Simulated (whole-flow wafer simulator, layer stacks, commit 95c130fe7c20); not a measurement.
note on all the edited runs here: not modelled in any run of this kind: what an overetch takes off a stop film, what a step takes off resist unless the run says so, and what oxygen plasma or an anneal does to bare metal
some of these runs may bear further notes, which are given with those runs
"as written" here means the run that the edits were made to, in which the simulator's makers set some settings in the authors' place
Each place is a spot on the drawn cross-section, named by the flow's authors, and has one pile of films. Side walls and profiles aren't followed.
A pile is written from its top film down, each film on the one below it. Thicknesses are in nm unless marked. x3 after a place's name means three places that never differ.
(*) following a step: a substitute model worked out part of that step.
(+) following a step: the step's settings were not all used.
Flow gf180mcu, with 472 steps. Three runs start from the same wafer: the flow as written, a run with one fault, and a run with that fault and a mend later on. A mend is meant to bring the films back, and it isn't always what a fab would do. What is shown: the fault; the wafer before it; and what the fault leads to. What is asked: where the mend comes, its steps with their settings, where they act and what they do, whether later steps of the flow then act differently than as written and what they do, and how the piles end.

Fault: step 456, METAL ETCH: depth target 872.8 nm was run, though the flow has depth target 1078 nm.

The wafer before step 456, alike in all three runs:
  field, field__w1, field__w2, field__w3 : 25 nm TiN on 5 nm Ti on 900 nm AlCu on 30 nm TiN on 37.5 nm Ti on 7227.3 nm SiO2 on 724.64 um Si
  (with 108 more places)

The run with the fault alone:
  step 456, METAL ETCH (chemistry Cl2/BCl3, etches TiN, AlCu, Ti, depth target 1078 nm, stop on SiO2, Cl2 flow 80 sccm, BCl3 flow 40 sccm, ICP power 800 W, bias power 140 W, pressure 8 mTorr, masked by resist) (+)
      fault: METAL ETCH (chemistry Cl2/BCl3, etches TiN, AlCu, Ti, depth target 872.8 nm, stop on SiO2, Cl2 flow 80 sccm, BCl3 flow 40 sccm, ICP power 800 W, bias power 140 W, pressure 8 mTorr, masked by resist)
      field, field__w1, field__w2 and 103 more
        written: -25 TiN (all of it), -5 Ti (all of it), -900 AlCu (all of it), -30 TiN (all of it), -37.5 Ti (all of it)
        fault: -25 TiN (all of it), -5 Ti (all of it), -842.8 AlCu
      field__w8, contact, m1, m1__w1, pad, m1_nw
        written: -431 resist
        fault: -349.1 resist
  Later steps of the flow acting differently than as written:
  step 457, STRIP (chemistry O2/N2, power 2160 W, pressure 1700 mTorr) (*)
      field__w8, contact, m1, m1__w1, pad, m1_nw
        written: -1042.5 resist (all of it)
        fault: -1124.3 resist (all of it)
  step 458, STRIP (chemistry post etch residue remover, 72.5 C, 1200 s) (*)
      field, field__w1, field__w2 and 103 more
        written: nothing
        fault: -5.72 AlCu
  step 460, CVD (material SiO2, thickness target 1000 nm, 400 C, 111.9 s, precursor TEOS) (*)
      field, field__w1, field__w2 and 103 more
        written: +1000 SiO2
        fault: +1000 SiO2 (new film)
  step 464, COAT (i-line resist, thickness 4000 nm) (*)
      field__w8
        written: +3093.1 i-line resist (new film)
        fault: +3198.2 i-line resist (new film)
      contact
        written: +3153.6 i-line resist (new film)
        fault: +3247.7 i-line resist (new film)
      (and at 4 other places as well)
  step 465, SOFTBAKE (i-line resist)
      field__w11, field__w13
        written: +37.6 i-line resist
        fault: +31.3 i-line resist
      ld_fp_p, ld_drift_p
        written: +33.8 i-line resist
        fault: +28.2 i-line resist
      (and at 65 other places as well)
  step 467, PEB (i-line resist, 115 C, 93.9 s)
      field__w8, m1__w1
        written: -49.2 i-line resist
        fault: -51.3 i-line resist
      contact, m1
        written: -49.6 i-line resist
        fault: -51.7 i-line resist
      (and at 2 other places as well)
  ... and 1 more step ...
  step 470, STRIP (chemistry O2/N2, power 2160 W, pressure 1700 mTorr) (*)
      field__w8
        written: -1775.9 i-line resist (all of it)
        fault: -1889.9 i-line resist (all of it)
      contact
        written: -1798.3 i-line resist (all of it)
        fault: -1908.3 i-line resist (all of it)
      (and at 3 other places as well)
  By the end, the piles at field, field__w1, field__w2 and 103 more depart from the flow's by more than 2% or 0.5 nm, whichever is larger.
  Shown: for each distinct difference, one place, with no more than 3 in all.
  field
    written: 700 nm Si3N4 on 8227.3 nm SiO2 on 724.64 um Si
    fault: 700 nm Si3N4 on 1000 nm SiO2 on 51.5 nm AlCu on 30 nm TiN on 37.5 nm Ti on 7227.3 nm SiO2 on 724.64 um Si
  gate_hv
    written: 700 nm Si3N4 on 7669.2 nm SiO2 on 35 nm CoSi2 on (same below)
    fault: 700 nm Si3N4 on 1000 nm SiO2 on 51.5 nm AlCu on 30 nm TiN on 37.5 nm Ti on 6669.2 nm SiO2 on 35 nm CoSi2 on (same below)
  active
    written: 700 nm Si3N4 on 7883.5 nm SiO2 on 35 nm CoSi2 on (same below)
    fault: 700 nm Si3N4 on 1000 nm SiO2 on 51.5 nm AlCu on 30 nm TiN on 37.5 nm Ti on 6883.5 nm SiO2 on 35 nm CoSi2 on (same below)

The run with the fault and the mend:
  The mend follows step 458.
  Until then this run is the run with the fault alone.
  step 458a, DEHYDRATE (200 C, 60 s) (the flow's step 449, run once more)
      leaves every film unchanged at each place that is followed
  step 458b, HMDS (120 C, 60 s) (the flow's step 450, run once more)
      leaves every film unchanged at each place that is followed
  step 458c, COAT (resist, thickness 1500 nm) (*) (the flow's step 451, run once more)
      iso_ptap_pw, iso_ntap_nw, iso_nw_fld and 33 more
        +1500 resist (new film)
      p_well, sti, spacer, sd_n, mim_1p0, dice_street
        +1504.1 resist (new film)
      field__w2, field__w3, field__w12
        +1512.7 resist (new film)
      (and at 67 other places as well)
  step 458d, SOFTBAKE (resist) (the flow's step 452, run once more)
      sd_p_hv, gate_p_hv, nw_enc_fld, nw_enc_fld__w1
        -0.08 resist
      field__w13, field_sub
        -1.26 resist
      field
        -51 resist
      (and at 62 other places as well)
  step 458e, EXPOSE (photomask MetalTop) (the flow's step 453, run once more)
      leaves every film unchanged at each place that is followed
  step 458f, PEB (resist, 70.3 s) (the flow's step 454, run once more)
      field__w2, field__w3, field__w5 and 41 more
        -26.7 resist
      iso_ptap_pw, iso_ntap_nw, iso_nw_fld and 33 more
        -26.5 resist
      p_well, sti, spacer, sd_n, mim_1p0, dice_street
        -26.6 resist
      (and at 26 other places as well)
  step 458g, DEVELOP (thickness 1500 nm, 60 s) (the flow's step 455, run once more)
      iso_ptap_pw, iso_ntap_nw, iso_nw_fld and 33 more
        -1473.5 resist (all of it)
      p_well, sti, spacer, sd_n, mim_1p0, dice_street
        -1477.5 resist (all of it)
      field__w5, field__w9, npoly_u, nw_enc_fld_lv__w1, nw_enc_fld_lv__w4
        -1484.7 resist (all of it)
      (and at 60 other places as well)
  step 458h, METAL ETCH (chemistry Cl2/BCl3, etches TiN, AlCu, Ti, depth target 204.7 nm, stop on SiO2, Cl2 flow 80 sccm, BCl3 flow 40 sccm, ICP power 800 W, bias power 140 W, pressure 8 mTorr, masked by resist) (+) (the flow's step 456, run once more with other settings)
      field, field__w1, field__w2 and 103 more
        -51.5 AlCu (all of it), -30 TiN (all of it), -37.5 Ti (all of it)
      field__w8, contact, m1, m1__w1, pad, m1_nw
        -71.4 resist
  step 458i, STRIP (chemistry O2/N2, power 2160 W, pressure 1700 mTorr) (*) (the flow's step 457, run once more)
      field__w8
        -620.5 resist (all of it)
      contact
        -617.8 resist (all of it)
      m1
        -618.2 resist (all of it)
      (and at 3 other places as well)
  step 458j, STRIP (chemistry post etch residue remover, 72.5 C, 1200 s) (*) (the flow's step 458, run once more)
      field__w8, contact, m1, m1__w1, pad, m1_nw
        -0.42 TiN
  None of the later steps of the flow differs from how it acts as written, at any place that is followed, by more than 2% or 0.5 nm, whichever is larger.
  The piles end only slightly different from the flow's at the places that both follow, by no more than 2% or 0.5 nm, whichever is larger.
